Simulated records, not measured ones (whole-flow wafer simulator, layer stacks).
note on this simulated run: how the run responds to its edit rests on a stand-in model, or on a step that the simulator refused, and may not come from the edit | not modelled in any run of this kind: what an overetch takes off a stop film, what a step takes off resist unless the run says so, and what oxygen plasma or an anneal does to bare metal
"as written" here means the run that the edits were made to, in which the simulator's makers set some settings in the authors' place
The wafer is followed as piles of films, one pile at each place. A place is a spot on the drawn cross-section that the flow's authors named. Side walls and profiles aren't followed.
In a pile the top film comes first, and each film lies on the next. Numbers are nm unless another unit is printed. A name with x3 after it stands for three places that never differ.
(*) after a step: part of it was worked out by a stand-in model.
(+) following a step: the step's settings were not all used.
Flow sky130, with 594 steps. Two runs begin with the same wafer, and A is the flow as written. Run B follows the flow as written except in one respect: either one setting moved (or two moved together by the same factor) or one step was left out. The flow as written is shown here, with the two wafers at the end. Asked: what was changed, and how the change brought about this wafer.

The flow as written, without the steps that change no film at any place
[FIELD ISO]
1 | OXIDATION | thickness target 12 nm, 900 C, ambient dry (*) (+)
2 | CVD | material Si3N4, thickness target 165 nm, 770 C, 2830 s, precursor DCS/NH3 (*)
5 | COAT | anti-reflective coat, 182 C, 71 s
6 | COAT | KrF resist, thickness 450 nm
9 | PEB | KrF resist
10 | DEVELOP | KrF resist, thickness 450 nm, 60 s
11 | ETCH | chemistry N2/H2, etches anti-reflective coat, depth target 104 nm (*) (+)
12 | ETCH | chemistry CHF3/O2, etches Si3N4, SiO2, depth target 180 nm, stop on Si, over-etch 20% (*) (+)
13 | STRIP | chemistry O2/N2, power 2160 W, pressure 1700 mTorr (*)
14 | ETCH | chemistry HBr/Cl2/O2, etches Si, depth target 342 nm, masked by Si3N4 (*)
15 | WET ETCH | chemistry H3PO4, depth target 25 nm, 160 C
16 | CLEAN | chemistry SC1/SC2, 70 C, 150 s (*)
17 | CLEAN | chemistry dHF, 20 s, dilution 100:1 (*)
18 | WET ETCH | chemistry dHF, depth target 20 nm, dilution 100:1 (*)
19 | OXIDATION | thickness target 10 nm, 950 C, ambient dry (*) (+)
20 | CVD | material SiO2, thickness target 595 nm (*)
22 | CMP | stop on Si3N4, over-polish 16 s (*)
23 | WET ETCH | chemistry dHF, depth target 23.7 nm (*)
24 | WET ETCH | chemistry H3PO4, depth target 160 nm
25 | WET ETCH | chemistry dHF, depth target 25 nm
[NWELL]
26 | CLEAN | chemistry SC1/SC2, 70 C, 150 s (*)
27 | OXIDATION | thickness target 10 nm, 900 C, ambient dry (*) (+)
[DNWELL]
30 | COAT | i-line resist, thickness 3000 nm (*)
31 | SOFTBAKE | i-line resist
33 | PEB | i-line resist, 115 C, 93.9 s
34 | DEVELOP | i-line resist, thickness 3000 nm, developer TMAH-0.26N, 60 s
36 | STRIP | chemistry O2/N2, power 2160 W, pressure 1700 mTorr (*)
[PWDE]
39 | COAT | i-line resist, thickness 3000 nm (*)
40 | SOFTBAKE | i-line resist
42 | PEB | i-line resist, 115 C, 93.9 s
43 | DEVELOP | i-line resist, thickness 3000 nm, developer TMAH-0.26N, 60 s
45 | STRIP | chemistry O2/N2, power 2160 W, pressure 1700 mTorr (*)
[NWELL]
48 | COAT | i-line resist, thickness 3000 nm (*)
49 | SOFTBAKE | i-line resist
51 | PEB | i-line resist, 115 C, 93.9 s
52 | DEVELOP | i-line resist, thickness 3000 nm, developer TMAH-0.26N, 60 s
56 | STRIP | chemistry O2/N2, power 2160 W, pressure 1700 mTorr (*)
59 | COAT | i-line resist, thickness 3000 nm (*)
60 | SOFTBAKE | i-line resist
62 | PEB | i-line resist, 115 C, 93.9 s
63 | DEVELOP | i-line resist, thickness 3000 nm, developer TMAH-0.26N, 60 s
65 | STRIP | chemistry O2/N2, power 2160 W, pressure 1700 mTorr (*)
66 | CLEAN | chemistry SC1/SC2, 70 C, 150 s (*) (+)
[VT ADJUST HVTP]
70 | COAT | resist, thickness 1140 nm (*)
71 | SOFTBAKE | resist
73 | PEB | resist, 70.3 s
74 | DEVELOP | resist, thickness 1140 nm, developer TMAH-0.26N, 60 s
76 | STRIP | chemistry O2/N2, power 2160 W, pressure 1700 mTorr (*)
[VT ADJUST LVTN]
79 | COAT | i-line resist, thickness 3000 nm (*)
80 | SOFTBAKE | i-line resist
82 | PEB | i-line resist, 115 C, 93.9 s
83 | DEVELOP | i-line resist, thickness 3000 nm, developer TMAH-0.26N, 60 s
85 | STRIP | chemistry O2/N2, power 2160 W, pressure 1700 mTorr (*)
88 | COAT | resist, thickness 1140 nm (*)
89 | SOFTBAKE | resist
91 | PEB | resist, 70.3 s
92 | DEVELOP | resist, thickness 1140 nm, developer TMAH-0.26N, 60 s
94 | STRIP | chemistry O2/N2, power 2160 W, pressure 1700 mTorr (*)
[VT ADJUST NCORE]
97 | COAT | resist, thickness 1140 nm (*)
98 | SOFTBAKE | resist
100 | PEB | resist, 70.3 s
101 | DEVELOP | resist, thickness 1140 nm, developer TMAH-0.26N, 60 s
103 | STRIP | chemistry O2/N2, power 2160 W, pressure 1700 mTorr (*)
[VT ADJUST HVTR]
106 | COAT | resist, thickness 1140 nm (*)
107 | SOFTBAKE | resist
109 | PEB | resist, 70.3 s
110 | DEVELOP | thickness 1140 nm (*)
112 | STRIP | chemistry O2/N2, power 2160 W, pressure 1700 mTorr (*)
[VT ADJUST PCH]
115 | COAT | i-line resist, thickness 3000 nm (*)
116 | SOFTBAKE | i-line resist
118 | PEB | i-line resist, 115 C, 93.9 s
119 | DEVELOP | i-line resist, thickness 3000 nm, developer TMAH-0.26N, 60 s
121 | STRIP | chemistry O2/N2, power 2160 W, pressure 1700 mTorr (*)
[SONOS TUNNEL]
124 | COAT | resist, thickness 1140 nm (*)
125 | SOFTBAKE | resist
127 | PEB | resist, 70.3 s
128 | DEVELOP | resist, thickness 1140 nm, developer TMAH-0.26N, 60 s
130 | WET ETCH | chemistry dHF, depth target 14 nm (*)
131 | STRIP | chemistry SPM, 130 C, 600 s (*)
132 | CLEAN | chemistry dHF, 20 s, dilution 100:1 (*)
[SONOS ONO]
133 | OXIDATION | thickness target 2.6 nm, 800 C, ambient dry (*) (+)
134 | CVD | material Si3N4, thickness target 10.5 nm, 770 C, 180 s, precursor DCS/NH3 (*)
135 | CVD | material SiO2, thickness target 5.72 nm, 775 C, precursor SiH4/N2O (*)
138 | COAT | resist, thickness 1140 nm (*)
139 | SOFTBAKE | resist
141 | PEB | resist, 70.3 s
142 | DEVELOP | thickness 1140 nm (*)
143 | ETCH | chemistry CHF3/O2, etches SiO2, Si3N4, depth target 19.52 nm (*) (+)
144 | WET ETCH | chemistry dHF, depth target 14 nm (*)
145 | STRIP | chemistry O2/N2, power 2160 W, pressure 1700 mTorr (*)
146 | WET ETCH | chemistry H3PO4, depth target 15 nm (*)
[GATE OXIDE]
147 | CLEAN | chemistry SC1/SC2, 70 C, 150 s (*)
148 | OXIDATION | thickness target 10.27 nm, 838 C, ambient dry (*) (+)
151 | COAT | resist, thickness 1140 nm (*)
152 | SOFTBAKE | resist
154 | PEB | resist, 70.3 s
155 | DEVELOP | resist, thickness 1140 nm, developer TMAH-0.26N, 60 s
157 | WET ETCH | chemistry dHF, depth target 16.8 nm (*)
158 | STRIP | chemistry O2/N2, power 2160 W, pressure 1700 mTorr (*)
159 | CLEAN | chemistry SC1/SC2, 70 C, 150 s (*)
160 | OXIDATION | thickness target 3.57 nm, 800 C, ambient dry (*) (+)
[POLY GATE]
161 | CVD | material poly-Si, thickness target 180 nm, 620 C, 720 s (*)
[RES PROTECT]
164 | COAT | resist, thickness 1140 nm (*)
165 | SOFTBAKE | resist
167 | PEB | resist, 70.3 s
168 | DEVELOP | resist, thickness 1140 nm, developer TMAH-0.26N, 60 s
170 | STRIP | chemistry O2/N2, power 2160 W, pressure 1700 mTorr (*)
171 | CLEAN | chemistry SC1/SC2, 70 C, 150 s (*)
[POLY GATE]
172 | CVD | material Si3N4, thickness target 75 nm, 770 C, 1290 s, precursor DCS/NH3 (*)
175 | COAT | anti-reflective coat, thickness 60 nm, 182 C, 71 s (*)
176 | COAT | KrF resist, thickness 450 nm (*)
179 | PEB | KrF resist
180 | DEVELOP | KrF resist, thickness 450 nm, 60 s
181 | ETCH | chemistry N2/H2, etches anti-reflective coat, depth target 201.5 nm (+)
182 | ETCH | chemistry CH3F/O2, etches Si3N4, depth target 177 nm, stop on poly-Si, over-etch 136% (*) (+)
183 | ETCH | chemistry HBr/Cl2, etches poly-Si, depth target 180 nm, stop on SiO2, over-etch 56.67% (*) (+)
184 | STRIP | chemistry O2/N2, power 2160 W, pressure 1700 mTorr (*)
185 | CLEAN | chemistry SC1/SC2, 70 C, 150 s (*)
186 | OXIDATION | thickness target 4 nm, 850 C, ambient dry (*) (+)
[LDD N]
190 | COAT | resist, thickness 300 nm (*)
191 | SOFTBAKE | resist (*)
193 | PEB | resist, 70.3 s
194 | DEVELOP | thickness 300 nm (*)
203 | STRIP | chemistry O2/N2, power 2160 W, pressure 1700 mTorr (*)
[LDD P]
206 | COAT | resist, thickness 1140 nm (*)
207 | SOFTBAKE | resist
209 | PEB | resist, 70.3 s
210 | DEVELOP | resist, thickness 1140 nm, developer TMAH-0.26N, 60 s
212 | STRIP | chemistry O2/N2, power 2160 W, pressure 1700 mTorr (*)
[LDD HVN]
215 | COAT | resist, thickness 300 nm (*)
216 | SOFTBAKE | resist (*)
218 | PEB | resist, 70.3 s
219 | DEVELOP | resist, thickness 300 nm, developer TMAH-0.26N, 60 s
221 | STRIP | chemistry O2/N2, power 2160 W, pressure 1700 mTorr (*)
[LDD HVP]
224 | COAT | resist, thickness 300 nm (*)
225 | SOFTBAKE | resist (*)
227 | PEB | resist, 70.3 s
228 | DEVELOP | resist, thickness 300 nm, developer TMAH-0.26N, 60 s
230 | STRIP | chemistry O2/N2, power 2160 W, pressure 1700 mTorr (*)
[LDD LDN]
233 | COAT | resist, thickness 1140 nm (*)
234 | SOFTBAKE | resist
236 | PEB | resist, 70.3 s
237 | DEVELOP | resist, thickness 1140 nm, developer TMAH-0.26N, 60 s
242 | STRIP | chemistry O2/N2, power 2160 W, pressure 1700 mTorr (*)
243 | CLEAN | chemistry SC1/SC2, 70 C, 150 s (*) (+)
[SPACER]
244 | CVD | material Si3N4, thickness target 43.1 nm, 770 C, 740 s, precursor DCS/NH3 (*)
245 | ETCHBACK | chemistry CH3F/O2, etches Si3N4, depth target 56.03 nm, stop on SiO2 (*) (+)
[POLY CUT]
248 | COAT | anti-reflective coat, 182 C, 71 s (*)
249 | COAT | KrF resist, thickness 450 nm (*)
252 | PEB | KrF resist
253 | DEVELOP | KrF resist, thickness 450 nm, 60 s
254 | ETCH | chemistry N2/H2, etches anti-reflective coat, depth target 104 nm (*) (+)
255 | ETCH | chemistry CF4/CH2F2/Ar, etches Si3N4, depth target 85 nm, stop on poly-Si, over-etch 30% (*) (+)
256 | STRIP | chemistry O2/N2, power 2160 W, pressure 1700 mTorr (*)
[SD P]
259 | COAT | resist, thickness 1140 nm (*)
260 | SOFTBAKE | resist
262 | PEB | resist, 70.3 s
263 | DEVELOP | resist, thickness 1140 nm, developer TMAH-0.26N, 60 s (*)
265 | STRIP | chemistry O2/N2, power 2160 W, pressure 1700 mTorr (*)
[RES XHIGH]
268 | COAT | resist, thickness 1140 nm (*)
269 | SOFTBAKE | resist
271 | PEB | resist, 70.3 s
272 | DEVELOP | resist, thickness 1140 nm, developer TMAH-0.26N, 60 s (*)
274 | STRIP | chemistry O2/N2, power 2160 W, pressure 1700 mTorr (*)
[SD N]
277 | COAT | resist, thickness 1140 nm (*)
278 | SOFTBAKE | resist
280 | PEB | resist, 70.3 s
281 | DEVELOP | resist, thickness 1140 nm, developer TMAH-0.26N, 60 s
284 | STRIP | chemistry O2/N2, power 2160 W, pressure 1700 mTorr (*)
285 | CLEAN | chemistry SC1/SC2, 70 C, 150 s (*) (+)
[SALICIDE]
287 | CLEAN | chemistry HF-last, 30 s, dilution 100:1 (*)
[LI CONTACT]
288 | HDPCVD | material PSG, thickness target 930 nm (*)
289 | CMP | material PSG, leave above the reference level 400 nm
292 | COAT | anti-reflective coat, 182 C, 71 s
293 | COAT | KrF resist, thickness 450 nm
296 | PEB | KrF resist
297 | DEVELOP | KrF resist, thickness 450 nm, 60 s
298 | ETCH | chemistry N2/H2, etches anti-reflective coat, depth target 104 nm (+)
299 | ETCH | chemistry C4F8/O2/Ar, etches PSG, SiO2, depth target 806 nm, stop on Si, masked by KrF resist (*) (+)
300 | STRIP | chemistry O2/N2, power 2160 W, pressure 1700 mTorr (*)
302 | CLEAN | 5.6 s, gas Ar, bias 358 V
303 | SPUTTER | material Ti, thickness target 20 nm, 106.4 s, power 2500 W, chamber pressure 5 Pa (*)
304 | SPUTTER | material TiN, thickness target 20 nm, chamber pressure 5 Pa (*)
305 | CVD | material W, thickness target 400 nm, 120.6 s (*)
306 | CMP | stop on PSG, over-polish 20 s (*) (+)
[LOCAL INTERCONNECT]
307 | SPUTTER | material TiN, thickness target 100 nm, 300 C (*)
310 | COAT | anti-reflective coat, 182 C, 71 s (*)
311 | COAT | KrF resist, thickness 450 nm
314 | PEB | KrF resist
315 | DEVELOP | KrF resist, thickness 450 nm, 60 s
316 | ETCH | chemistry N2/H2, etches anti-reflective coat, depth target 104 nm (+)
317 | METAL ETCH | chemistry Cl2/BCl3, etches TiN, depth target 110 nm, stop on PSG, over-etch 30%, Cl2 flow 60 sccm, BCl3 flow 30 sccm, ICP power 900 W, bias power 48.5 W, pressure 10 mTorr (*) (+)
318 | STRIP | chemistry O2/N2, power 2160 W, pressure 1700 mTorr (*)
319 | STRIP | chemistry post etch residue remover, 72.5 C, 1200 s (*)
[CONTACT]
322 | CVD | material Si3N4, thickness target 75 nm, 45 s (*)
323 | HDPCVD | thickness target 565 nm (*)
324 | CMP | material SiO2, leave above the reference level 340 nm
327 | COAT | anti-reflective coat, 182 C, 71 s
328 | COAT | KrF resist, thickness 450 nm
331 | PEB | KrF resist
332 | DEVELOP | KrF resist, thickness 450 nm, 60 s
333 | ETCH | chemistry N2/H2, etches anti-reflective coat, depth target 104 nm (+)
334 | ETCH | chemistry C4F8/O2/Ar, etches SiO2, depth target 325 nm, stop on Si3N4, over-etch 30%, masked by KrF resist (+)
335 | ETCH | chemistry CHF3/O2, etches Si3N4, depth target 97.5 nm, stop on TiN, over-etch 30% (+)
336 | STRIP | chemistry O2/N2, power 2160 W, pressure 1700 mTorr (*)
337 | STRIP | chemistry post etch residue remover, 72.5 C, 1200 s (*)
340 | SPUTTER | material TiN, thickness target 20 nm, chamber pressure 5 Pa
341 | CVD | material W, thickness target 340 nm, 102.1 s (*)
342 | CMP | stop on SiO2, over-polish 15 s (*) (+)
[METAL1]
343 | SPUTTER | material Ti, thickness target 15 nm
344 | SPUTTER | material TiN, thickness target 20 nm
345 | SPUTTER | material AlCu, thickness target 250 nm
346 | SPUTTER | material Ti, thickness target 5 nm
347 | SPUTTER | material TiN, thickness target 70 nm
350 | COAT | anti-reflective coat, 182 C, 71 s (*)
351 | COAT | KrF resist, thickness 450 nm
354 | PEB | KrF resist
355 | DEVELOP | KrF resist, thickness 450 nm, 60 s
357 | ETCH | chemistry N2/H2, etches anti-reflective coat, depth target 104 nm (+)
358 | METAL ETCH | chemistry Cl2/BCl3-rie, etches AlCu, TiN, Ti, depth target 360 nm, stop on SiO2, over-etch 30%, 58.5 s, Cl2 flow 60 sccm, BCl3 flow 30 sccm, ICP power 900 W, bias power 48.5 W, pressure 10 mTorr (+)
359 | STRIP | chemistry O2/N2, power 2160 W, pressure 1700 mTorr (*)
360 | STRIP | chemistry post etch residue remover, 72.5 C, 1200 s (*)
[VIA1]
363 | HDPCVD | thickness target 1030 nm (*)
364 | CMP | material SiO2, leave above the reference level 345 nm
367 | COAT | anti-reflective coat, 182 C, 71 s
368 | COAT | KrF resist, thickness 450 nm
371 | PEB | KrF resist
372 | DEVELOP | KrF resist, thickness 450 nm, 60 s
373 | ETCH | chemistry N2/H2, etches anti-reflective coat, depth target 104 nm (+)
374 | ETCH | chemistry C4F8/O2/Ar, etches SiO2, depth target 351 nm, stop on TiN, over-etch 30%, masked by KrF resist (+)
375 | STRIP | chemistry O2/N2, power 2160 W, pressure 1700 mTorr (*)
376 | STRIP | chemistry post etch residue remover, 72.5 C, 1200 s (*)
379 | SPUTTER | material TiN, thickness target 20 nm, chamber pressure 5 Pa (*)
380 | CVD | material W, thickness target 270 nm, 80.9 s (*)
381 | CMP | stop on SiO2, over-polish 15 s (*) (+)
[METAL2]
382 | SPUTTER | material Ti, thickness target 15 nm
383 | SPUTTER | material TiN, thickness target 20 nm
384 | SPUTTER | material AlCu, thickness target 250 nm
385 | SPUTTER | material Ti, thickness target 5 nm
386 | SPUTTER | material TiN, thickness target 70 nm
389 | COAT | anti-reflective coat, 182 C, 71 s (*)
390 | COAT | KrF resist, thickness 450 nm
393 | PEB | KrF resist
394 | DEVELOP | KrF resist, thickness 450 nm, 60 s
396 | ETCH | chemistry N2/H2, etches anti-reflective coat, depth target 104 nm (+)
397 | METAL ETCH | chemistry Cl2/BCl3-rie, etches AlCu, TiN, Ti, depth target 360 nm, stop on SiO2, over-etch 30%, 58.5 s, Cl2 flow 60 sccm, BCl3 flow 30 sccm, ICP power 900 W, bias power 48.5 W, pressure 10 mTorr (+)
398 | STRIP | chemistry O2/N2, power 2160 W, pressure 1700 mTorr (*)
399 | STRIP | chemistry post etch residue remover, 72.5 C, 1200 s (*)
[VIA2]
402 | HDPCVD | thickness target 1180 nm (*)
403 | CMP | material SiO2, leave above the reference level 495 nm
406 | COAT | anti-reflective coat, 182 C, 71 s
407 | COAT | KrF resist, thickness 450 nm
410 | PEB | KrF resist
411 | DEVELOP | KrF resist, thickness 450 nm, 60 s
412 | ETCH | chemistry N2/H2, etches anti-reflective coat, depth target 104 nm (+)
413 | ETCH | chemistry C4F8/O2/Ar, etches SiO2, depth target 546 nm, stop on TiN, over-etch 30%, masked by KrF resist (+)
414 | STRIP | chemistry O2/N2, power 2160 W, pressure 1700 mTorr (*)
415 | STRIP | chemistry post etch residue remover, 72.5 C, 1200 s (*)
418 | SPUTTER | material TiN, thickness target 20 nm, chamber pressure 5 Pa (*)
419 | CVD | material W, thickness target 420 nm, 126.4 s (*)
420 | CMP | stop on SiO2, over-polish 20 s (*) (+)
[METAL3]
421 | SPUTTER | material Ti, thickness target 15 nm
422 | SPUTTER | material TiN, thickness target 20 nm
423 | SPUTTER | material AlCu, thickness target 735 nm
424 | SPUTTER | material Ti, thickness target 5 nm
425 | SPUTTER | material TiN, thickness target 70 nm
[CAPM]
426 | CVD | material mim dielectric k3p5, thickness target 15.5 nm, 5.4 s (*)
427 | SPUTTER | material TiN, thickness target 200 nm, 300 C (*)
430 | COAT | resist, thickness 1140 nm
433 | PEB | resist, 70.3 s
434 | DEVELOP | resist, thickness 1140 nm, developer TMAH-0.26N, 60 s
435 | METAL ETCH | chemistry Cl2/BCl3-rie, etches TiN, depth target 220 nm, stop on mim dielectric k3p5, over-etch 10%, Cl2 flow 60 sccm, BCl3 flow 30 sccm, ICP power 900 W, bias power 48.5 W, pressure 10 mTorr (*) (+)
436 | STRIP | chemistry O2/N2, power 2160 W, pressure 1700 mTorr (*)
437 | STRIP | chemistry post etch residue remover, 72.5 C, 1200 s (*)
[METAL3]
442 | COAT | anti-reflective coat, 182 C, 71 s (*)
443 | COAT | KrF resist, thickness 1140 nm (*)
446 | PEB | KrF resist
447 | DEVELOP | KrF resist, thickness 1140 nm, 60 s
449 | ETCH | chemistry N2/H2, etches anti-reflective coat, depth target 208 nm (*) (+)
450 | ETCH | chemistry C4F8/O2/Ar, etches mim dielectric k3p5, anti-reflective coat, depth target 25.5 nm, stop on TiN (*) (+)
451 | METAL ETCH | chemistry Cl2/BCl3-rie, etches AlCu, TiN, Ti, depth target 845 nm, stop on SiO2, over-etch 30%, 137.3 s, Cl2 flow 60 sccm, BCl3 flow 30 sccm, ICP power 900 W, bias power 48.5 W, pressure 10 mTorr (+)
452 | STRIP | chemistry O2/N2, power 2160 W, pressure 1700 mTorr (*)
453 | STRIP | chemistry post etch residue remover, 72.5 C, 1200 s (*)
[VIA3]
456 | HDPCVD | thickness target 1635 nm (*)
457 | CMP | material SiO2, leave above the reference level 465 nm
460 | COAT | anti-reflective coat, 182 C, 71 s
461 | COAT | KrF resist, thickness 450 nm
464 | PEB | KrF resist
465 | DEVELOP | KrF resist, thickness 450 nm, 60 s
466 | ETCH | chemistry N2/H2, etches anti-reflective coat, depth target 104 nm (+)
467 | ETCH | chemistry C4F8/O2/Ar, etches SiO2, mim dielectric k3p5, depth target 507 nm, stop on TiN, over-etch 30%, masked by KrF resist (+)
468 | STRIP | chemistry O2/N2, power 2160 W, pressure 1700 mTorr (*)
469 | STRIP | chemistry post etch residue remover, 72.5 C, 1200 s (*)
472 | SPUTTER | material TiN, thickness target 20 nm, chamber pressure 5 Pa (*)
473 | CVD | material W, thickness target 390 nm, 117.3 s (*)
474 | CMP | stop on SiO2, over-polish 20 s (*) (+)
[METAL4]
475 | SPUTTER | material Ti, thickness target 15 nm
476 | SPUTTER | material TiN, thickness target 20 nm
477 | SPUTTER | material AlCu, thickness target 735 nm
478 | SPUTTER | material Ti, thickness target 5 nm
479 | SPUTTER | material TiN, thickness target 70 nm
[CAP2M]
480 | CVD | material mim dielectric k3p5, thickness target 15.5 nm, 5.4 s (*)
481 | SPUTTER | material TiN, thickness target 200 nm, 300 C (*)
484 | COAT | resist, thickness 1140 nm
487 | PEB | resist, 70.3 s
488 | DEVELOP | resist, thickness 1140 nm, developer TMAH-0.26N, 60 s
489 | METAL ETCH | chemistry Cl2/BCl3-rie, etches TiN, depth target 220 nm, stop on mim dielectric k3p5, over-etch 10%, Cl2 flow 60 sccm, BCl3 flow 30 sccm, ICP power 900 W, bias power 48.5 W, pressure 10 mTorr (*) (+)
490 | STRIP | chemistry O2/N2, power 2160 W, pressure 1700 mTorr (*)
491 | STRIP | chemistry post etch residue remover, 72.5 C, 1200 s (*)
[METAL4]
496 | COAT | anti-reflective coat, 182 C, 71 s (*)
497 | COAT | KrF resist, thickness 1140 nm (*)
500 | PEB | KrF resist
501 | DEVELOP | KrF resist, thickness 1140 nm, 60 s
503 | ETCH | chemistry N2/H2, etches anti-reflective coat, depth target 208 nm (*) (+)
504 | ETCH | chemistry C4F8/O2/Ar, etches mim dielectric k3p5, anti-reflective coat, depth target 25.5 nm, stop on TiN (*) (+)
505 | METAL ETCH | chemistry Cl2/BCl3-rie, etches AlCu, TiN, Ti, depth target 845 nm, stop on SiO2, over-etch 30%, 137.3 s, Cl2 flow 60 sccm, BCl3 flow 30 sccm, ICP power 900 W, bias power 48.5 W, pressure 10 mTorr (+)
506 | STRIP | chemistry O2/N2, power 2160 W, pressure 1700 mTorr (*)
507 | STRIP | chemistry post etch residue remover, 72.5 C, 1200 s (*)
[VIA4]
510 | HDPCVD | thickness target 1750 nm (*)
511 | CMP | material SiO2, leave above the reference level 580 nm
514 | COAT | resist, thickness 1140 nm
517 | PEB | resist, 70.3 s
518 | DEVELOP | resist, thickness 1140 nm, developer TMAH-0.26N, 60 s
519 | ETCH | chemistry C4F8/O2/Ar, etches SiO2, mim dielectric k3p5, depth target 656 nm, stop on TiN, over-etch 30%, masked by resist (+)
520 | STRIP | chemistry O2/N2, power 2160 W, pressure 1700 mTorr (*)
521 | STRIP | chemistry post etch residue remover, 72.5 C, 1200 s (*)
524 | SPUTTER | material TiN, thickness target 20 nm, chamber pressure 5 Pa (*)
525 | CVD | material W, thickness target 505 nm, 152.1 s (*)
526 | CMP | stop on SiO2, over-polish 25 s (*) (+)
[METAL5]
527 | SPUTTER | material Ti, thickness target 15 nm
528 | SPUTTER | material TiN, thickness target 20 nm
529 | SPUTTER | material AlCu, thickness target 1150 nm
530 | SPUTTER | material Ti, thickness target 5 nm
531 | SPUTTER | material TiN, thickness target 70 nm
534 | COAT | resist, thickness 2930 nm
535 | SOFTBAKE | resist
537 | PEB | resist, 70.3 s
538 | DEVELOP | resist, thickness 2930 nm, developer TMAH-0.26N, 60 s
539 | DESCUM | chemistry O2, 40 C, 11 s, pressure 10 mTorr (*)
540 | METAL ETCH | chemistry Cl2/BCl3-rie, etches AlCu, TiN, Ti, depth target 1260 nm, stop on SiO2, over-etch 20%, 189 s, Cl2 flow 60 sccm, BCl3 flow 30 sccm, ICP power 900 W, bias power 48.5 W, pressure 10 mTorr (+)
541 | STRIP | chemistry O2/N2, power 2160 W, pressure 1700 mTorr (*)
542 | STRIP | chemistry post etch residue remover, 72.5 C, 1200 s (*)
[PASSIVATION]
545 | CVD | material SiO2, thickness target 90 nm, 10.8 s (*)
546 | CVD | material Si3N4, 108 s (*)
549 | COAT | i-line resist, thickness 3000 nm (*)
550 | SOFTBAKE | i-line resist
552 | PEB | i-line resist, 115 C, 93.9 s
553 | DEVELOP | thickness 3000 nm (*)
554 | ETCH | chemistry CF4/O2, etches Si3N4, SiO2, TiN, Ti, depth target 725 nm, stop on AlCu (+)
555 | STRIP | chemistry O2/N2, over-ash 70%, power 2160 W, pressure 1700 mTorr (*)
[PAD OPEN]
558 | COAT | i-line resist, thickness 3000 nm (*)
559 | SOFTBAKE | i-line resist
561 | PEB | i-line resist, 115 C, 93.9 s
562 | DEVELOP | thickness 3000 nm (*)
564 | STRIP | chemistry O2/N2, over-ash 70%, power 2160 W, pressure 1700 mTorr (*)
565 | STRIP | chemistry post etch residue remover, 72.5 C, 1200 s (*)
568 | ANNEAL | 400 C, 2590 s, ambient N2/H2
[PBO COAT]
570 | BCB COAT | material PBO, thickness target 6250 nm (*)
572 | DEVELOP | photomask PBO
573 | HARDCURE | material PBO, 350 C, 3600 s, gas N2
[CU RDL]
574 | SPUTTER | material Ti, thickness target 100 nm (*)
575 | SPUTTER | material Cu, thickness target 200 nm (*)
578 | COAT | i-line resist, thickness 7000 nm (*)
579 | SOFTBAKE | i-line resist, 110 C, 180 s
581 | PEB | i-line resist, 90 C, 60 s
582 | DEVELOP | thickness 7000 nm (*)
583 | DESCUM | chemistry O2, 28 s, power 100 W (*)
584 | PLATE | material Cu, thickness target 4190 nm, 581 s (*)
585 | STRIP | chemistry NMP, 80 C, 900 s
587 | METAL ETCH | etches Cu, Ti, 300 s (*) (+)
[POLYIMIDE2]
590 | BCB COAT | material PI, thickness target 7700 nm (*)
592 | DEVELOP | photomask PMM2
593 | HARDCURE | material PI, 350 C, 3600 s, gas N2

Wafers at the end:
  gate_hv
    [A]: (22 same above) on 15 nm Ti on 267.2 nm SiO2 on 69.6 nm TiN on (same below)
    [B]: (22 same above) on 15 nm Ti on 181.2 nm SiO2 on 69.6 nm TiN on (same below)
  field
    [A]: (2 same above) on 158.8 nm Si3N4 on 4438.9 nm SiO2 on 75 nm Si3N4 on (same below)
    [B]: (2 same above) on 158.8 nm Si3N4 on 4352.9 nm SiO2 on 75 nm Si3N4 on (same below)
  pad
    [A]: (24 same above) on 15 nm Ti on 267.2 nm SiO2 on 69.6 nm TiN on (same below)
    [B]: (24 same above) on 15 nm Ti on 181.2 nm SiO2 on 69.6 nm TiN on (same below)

The reason: step 364, CMP: leave above the reference level 259 nm was run, while the flow as written has leave above the reference level 345 nm.

How this came from the change, step by step:
  364 | CMP | material SiO2, leave above the reference level 345 nm
      n_well, p_well, gate_hv and 100 more: A -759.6 SiO2 | B -845.6 SiO2
      field, active, gate and 81 more: A -389.1 SiO2 | B -475.1 SiO2
      (and at 4 other places as well)
  374 | ETCH | chemistry C4F8/O2/Ar, etches SiO2, depth target 351 nm, stop on TiN, over-etch 30%, masked by KrF resist (+)
      field, active, n_well and 186 more: A -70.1 KrF resist | B -47.8 KrF resist
      m1, via1_hole: A -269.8 SiO2 (all of it) | B -183.8 SiO2 (all of it)
  375 | STRIP | chemistry O2/N2, power 2160 W, pressure 1700 mTorr (*)
      field, active, n_well and 186 more: A -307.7 KrF resist (all of it), -80 anti-reflective coat (all of it) | B -330 KrF resist (all of it), -80 anti-reflective coat (all of it)
  379 | SPUTTER | material TiN, thickness target 20 nm, chamber pressure 5 Pa (*)
      m1: A +11 TiN | B +12.7 TiN
      via1_hole: A +10.9 TiN | B +12.7 TiN
  380 | CVD | material W, thickness target 270 nm, 80.9 s (*)
      m1, via1_hole: A +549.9 W (new film) | B +462.1 W (new film)
